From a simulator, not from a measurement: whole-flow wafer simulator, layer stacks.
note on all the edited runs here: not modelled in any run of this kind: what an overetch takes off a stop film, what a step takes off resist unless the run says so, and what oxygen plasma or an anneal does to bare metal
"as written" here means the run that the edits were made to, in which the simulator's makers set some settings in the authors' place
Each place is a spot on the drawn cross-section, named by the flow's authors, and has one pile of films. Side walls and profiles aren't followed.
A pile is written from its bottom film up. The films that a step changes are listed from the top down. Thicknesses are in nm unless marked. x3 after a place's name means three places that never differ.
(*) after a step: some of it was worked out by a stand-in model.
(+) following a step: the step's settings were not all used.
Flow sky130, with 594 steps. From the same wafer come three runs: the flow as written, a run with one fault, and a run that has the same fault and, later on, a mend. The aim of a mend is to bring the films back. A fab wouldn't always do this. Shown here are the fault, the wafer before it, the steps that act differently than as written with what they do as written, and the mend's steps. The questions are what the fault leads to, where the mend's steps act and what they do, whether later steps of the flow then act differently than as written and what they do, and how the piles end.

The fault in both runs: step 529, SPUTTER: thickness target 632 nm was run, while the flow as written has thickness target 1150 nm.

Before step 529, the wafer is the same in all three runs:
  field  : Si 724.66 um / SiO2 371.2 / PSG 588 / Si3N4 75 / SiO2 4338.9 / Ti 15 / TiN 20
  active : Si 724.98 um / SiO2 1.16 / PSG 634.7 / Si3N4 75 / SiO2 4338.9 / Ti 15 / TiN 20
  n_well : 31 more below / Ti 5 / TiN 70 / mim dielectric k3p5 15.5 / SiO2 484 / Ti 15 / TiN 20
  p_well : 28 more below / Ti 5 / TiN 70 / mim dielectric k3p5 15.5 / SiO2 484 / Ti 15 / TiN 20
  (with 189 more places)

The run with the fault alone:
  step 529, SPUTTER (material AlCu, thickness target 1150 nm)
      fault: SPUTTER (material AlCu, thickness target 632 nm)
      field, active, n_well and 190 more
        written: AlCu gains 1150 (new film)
        fault: AlCu gains 632 (new film)
  Later steps of the flow acting differently than as written (2 more steps, not shown, differ only slightly: by at most 2% or 0.5 nm, whichever is larger):
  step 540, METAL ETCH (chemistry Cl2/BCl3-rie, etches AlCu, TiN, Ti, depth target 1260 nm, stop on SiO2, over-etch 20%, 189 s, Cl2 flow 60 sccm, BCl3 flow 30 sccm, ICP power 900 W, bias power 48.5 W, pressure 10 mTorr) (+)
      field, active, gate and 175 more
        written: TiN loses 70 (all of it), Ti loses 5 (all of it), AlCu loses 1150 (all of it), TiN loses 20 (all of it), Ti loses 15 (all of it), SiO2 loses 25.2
        fault: TiN loses 70 (all of it), Ti loses 5 (all of it), AlCu loses 632 (all of it), TiN loses 20 (all of it), Ti loses 15 (all of it), SiO2 loses 77
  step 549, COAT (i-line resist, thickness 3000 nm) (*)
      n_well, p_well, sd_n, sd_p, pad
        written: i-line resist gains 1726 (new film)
        fault: i-line resist gains 2188.4 (new film)
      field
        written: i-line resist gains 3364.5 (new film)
        fault: i-line resist gains 3228.2 (new film)
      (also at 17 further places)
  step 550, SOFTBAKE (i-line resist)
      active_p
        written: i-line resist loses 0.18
        fault: i-line resist gains 0.66
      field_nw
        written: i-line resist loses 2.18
        fault: i-line resist gains 0.86
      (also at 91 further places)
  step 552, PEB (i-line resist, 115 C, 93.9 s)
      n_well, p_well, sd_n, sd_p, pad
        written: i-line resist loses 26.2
        fault: i-line resist loses 34.1
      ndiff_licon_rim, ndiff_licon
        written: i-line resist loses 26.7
        fault: i-line resist loses 34.4
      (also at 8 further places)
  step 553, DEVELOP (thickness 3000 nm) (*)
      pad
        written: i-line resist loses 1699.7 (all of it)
        fault: i-line resist loses 2154.3 (all of it)
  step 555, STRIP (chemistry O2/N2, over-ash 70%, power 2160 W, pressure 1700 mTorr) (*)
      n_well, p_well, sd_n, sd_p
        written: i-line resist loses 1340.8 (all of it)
        fault: i-line resist loses 1795.4 (all of it)
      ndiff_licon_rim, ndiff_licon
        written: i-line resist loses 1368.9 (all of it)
        fault: i-line resist loses 1811.8 (all of it)
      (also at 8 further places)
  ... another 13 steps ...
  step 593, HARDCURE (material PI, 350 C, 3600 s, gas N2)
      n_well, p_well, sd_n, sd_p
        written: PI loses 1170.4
        fault: PI loses 1203.3
  At n_well, p_well, gate_hv and 108 more, the piles at the end differ from the flow's by more than 2% or 0.5 nm, whichever is larger.
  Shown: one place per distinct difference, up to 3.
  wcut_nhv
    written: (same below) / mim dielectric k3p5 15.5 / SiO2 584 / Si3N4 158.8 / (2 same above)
    fault: (same below) / mim dielectric k3p5 15.5 / SiO2 532.2 / Si3N4 158.8 / (2 same above)
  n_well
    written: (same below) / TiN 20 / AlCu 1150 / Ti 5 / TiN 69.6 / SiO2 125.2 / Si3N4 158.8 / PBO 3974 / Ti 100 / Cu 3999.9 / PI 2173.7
    fault: (same below) / TiN 20 / AlCu 632 / Ti 5 / TiN 69.6 / SiO2 125.2 / Si3N4 158.8 / PBO 4346.3 / Ti 100 / Cu 3999.9 / PI 2234.6
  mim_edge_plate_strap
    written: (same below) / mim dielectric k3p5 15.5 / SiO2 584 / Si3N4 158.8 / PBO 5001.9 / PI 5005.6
    fault: (same below) / mim dielectric k3p5 15.5 / SiO2 532.2 / Si3N4 158.8 / PBO 5001.2 / PI 5005.9

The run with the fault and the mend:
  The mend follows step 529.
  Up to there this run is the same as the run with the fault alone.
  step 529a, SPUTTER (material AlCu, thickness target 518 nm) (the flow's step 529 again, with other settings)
      field, active, n_well and 190 more
        AlCu gains 518
  Later steps of the flow that are run all act as written at every place that is followed.
  By the end, the piles equal the flow's at every place that both follow.
